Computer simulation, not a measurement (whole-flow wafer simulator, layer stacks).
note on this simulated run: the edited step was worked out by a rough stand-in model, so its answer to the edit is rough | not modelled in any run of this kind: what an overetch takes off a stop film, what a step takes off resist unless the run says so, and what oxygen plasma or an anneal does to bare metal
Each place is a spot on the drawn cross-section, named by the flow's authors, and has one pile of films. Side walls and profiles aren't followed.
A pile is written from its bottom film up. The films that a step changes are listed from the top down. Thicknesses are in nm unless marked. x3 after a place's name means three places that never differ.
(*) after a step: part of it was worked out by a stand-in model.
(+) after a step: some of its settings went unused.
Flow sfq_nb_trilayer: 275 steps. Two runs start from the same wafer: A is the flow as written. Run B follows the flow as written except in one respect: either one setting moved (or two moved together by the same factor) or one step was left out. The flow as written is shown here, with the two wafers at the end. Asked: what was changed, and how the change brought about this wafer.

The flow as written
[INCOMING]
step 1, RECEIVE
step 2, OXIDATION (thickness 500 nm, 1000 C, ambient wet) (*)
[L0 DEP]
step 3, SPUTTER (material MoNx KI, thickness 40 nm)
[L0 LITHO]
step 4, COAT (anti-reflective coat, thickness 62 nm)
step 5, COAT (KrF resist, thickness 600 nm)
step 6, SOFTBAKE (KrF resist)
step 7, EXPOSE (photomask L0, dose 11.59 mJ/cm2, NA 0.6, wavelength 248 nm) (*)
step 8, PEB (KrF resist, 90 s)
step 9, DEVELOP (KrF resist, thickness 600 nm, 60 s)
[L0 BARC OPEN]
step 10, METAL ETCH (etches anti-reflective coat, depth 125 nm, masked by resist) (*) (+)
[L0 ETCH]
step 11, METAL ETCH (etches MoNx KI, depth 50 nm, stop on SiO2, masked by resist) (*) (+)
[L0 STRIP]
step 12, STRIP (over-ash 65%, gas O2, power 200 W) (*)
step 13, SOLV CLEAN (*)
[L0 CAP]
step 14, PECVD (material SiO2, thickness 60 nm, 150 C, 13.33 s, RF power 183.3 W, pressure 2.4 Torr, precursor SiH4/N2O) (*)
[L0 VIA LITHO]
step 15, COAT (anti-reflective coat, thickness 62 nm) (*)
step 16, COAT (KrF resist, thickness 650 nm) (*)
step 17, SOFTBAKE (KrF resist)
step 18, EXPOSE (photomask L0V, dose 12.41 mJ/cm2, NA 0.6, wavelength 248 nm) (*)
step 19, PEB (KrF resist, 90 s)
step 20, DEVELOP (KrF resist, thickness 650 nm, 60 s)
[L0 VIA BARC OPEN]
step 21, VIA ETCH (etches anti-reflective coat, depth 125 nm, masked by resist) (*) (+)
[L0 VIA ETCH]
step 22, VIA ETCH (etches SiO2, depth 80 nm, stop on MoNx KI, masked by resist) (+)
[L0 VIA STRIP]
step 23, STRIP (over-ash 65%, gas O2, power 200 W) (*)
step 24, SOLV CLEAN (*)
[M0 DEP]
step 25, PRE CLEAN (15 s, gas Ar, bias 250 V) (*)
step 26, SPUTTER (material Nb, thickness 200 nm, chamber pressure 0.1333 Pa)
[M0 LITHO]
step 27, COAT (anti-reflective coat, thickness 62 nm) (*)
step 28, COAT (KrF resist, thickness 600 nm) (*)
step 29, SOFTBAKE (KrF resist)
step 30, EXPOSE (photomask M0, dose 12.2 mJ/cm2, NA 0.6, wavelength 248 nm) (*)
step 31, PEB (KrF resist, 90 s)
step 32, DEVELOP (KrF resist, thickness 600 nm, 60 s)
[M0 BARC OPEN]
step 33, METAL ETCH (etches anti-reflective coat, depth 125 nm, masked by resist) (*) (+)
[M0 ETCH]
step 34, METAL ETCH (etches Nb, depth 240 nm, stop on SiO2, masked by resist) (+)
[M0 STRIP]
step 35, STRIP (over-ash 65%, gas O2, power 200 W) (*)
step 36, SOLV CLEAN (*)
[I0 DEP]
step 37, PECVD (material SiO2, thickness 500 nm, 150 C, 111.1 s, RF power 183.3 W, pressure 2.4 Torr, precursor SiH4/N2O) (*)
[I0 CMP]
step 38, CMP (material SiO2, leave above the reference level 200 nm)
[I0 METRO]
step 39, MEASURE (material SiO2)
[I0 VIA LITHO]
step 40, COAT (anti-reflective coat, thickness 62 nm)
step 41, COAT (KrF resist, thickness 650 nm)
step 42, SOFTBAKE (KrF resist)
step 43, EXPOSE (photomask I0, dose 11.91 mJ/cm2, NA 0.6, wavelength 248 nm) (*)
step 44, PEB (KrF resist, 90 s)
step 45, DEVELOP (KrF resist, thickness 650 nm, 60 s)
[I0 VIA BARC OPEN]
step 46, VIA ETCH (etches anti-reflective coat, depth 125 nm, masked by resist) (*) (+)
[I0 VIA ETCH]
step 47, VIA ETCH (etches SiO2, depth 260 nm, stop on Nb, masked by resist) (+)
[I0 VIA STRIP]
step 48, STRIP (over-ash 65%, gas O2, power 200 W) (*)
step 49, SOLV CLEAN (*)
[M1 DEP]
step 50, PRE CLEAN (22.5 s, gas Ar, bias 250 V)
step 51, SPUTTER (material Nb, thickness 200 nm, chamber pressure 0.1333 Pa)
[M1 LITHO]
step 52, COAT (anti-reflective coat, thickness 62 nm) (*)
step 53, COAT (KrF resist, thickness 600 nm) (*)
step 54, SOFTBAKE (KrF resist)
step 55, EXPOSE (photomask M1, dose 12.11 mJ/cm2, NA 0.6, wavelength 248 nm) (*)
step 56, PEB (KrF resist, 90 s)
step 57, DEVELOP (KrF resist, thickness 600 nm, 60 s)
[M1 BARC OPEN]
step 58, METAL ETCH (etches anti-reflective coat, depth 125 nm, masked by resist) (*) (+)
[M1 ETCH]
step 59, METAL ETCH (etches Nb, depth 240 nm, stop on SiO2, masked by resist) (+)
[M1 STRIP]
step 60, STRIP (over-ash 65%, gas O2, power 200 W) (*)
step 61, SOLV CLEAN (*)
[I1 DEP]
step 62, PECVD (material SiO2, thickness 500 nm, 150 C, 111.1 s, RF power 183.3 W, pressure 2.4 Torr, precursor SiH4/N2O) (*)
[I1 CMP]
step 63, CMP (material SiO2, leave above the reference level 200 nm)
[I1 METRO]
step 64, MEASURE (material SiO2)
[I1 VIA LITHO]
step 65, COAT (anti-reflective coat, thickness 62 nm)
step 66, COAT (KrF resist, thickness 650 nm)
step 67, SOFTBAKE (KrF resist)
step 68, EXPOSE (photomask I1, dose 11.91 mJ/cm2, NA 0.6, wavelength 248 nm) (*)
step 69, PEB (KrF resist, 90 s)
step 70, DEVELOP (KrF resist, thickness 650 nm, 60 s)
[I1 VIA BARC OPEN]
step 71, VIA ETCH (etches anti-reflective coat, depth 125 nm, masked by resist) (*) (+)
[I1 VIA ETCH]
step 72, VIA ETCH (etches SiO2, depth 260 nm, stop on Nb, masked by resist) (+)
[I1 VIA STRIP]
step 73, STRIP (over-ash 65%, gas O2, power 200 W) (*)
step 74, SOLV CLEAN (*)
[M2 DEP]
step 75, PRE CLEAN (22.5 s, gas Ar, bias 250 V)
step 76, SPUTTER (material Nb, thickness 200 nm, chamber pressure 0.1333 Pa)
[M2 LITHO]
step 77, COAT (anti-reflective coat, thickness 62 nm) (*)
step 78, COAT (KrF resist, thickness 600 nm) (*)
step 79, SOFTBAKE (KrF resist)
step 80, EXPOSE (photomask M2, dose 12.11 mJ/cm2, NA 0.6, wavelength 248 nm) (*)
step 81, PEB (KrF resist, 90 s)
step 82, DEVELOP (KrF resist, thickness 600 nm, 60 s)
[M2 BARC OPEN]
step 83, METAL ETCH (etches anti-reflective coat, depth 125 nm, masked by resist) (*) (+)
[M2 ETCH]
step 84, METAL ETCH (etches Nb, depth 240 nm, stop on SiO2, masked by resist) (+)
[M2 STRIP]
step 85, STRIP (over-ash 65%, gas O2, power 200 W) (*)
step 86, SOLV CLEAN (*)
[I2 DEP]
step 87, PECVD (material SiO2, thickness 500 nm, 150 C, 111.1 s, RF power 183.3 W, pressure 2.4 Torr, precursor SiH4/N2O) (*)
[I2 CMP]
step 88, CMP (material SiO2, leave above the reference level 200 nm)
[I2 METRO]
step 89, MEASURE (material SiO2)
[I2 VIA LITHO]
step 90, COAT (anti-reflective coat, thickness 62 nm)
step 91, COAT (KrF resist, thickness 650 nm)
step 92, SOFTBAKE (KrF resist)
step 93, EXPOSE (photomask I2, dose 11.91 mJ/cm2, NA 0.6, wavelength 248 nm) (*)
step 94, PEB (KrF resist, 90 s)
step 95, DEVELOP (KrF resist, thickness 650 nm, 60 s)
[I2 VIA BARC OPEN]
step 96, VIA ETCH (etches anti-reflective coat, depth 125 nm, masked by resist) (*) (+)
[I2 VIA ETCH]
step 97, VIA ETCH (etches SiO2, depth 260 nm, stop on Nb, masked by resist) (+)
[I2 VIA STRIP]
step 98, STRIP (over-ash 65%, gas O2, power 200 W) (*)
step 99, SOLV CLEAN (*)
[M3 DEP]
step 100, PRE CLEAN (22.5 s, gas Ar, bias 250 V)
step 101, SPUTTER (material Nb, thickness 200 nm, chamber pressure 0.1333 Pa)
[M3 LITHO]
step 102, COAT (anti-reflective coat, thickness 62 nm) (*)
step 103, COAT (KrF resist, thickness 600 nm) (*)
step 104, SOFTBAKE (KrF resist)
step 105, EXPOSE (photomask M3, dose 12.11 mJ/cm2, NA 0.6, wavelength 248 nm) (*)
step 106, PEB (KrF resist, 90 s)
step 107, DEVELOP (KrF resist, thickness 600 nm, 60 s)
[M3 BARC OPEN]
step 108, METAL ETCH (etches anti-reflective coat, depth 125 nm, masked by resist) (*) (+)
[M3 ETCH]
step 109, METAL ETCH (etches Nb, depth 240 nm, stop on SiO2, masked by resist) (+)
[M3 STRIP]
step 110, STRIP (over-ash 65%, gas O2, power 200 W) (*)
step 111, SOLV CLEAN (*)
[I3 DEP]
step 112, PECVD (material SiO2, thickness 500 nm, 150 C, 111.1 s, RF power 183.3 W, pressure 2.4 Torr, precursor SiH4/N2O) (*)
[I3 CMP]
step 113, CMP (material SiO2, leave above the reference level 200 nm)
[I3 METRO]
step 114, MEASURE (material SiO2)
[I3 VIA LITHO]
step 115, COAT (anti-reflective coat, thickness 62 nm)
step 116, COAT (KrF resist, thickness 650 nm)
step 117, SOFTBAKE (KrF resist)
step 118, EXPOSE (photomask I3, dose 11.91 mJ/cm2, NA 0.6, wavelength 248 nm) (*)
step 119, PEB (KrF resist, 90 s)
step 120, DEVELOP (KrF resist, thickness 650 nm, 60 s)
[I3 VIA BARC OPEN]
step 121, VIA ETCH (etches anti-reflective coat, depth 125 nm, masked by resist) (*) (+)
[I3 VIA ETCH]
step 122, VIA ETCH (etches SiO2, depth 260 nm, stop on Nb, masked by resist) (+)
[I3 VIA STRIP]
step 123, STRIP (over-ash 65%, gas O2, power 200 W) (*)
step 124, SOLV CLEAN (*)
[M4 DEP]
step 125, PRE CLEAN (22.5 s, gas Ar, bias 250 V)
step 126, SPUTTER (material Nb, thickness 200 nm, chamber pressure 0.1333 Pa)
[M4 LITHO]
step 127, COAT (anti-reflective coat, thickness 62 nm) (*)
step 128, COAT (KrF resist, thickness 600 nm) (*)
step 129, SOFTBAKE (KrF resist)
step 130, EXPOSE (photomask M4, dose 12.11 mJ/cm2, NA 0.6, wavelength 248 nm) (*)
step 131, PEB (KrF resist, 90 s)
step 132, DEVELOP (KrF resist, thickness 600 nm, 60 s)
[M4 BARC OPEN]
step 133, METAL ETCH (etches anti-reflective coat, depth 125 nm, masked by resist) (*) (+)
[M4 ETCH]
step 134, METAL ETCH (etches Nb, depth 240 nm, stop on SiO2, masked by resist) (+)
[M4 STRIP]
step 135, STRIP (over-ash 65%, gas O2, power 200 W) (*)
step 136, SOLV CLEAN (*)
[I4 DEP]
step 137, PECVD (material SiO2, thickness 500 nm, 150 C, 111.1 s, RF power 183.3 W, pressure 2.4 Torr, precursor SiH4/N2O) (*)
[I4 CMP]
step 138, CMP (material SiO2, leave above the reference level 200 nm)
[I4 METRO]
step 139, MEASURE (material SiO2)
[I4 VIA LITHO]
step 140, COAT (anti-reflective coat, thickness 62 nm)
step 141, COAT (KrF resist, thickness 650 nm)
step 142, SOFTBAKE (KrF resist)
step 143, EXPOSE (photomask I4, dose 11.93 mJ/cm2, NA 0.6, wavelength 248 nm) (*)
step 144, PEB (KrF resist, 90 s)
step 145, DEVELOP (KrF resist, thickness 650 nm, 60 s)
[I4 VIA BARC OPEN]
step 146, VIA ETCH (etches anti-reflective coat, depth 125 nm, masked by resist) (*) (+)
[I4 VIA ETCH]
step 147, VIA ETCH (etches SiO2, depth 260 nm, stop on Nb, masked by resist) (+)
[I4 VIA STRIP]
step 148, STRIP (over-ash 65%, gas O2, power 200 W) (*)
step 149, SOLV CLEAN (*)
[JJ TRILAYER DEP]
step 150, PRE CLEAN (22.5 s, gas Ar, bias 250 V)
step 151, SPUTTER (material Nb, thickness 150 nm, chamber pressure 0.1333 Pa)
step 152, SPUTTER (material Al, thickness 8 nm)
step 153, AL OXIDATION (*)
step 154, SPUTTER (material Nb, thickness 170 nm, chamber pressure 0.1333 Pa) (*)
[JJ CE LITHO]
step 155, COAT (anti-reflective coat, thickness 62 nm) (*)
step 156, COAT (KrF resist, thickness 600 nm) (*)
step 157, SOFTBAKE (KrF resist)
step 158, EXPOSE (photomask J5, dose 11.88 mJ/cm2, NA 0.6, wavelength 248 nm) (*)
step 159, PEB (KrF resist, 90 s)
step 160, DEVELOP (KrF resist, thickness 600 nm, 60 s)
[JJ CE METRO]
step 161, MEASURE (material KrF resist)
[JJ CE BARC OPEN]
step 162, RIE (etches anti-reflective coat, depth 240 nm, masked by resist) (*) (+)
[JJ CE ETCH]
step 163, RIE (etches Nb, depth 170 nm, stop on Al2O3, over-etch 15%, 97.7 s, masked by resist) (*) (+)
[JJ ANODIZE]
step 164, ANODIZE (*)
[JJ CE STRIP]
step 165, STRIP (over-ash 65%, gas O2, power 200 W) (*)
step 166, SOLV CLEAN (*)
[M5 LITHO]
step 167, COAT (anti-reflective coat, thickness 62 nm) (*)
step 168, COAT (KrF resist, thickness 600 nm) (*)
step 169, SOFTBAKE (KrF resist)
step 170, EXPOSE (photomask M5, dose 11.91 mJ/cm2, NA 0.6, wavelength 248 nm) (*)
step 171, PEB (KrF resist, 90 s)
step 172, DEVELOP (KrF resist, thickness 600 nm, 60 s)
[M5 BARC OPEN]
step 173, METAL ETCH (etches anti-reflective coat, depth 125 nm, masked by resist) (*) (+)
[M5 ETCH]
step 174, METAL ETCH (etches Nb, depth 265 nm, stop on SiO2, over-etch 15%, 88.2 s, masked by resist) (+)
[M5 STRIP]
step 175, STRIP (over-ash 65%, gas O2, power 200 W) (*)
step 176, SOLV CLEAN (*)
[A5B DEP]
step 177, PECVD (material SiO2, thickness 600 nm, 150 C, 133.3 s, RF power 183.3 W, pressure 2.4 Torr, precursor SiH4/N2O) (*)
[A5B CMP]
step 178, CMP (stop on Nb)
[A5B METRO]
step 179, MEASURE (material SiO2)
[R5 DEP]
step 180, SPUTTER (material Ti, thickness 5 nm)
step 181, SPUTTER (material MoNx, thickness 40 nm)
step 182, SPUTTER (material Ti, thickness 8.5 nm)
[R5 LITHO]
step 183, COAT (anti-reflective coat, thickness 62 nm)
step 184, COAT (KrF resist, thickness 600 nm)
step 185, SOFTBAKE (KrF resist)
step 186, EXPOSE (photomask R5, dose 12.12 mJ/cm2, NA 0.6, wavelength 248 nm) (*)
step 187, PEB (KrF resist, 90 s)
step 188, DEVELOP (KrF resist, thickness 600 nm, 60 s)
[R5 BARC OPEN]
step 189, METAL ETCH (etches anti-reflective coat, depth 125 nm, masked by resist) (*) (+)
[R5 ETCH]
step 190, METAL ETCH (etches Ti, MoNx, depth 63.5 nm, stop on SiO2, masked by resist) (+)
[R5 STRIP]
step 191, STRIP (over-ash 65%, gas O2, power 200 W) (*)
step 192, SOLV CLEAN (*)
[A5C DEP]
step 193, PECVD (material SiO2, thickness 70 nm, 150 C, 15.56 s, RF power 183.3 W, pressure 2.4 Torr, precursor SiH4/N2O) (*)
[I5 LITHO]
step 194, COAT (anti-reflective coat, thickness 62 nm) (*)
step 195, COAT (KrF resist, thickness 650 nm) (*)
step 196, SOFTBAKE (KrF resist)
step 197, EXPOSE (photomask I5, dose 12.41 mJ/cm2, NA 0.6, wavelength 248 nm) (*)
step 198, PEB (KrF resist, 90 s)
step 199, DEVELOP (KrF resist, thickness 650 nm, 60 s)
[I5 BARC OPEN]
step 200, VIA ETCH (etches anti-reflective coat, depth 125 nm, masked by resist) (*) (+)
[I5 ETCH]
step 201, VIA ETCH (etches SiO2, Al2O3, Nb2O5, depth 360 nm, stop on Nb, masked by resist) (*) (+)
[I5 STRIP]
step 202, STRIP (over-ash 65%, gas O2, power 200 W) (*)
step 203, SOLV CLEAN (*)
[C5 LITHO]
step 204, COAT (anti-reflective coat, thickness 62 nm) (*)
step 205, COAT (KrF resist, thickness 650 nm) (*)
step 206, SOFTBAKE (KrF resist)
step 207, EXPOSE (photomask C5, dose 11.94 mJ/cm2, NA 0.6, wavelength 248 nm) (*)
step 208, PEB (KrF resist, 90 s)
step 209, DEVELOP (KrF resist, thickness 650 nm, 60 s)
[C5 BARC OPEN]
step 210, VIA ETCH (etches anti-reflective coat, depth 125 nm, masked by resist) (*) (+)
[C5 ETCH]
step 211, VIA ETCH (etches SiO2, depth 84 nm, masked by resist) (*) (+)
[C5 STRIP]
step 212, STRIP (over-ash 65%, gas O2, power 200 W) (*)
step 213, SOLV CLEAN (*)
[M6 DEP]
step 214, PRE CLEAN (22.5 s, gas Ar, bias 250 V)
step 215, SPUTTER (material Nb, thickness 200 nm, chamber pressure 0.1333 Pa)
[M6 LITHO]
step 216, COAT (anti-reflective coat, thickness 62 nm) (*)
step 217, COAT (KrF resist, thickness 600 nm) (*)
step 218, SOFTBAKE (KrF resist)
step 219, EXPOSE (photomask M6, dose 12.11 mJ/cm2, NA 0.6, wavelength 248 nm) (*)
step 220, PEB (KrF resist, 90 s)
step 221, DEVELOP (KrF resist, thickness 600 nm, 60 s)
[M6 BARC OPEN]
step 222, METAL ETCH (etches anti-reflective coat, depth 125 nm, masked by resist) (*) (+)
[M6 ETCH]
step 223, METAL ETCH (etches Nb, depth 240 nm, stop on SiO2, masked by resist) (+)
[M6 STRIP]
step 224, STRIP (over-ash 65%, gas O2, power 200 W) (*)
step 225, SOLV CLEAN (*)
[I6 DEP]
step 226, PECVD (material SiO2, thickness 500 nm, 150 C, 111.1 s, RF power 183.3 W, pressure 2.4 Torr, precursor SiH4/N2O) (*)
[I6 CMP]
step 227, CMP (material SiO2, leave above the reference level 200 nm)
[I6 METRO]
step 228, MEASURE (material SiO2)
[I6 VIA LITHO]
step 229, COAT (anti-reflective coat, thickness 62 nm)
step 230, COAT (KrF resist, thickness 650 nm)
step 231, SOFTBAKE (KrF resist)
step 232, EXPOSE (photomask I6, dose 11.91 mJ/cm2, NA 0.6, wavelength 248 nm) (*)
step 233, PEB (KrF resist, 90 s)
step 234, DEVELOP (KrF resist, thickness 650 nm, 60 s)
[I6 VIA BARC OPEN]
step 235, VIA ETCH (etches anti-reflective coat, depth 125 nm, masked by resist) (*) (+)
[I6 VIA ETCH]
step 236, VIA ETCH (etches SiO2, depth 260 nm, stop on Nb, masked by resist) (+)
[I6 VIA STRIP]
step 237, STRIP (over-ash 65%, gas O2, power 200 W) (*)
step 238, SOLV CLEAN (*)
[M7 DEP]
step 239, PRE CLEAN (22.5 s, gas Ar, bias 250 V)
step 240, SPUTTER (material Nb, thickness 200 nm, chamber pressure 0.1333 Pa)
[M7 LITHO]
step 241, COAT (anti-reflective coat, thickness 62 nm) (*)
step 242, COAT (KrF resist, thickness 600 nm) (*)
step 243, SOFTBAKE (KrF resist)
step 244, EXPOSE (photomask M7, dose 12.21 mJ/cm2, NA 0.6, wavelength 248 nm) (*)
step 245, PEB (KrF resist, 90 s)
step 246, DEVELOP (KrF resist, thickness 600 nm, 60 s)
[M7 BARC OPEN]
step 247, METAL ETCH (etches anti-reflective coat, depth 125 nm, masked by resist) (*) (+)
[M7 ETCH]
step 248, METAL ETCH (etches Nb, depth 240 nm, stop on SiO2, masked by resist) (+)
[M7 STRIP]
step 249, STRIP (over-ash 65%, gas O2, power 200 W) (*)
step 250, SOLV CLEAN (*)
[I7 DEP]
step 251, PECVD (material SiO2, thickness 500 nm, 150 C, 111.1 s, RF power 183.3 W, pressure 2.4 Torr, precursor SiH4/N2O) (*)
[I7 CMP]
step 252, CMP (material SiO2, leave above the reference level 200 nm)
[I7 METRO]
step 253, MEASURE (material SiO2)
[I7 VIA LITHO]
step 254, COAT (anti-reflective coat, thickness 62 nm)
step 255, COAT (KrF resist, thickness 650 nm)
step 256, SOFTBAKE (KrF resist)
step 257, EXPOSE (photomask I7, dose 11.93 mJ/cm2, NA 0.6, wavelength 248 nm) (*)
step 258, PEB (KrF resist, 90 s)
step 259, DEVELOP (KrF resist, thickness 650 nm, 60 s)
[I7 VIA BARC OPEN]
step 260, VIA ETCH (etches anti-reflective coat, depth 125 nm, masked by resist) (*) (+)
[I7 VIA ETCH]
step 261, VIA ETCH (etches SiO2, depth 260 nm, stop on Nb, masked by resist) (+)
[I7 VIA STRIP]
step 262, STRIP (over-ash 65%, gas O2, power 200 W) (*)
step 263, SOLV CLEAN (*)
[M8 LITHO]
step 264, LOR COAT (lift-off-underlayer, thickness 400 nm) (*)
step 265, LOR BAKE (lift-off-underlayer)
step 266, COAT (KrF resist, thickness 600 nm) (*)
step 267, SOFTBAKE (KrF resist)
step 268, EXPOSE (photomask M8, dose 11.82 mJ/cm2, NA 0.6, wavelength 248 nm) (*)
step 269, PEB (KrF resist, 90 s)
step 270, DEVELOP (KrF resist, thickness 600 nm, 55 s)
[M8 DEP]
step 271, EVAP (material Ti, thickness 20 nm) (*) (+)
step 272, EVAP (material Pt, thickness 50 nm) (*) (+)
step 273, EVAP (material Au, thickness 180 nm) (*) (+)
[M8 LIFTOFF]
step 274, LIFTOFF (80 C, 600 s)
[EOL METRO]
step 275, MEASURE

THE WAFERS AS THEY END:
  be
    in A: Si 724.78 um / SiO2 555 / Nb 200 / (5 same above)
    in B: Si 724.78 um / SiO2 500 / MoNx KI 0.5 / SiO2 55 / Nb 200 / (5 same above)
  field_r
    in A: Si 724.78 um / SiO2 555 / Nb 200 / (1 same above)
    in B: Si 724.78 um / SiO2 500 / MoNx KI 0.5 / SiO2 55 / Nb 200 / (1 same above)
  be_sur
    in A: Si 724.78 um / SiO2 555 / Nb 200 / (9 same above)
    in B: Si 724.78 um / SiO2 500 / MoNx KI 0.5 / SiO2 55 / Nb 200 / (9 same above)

What caused this: step 11, METAL ETCH: depth 39.5 nm was run, while the flow as written has depth 50 nm.

Step by step, how the change led to this:
  step 11, METAL ETCH (etches MoNx KI, depth 50 nm, stop on SiO2, masked by resist) (*) (+)
      v_sur, via_wl, via_w and 97 more: A MoNx KI loses 40 (all of it) | B MoNx KI loses 39.5
      field_l, l0_sur, l0v, l0r_line_l, l0r_line_c, l0r_line_r: A KrF resist loses 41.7 | B KrF resist loses 32.9
  step 14, PECVD (material SiO2, thickness 60 nm, 150 C, 13.33 s, RF power 183.3 W, pressure 2.4 Torr, precursor SiH4/N2O) (*)
      v_sur, via_wl, via_w and 97 more: A SiO2 gains 60 | B SiO2 gains 60 (new film)
With metal films that touch counted as one body, be has 4 bodies (between them, from the top down: SiO2 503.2; SiO2 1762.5; SiO2 55); the flow as written gives 3 bodies (between them, from the top down: SiO2 503.2; SiO2 1762.5).
With metal films that touch counted as one body, field_r has 2 bodies (between them, from the top down: SiO2 55); the flow as written gives 1 body.
With metal films that touch counted as one body, be_sur has 5 bodies (between them, from the top down: SiO2 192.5; SiO2 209 / Al2O3 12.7 / Nb2O5 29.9; SiO2 1762.5; SiO2 55); the flow as written gives 4 bodies (between them, from the top down: SiO2 192.5; SiO2 209 / Al2O3 12.7 / Nb2O5 29.9; SiO2 1762.5).
